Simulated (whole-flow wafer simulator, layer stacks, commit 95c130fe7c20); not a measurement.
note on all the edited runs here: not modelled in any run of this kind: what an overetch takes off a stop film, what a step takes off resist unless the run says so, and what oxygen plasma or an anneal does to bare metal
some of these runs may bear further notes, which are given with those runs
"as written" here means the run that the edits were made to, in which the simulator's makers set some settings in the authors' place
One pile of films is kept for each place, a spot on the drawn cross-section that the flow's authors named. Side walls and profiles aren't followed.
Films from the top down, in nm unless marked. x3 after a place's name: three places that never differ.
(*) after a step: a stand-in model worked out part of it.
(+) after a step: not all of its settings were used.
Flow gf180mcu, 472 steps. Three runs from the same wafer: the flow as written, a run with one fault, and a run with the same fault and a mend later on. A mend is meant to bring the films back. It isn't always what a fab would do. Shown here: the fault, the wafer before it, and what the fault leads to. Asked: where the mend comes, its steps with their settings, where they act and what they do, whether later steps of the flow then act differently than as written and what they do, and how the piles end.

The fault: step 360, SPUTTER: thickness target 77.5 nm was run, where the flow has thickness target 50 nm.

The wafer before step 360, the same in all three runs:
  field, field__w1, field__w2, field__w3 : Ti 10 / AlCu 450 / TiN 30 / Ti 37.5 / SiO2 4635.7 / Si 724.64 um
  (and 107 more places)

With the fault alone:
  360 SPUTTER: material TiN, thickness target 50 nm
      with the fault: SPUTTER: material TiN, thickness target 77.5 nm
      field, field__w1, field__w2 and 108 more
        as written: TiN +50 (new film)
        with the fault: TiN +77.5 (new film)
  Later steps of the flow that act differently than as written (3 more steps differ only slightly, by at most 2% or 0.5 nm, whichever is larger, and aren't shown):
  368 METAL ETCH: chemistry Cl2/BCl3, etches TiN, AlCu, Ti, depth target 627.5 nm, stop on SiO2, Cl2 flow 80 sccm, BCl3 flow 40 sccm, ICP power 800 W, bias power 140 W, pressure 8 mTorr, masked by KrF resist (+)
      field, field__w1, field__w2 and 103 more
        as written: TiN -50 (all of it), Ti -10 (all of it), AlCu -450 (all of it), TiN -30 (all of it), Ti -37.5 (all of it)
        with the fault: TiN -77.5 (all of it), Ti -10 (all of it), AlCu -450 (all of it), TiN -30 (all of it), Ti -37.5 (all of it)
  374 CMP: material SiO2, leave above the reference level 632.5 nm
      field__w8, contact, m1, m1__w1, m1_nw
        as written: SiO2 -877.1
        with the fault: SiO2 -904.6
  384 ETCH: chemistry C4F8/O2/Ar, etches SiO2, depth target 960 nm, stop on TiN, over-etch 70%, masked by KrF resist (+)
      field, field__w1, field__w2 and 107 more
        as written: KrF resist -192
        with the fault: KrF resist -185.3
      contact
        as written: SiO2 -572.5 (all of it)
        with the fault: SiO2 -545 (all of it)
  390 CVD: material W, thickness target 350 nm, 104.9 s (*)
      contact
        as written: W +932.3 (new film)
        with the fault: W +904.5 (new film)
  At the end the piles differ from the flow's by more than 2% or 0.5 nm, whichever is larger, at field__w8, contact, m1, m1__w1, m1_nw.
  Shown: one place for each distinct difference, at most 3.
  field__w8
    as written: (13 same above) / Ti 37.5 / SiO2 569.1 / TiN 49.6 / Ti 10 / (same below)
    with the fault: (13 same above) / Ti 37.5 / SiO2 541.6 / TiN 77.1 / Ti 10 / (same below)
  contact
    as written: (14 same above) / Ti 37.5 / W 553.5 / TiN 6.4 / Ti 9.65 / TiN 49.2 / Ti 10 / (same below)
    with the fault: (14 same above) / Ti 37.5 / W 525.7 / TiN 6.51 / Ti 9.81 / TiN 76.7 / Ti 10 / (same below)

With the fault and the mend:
  The mend comes after step 360.
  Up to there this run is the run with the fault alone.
  360a METAL ETCH: chemistry Cl2/BCl3, etches TiN, AlCu, Ti, depth target 27.5 nm, Cl2 flow 80 sccm, BCl3 flow 40 sccm, ICP power 800 W, bias power 140 W, pressure 8 mTorr (the flow's step 260 once more, with other settings)
      field, field__w1, field__w2 and 108 more
        TiN -27.5
  No later step of the flow acts differently than as written at any place that is followed.
  At the end the piles are the same as the flow's at every place that both follow.
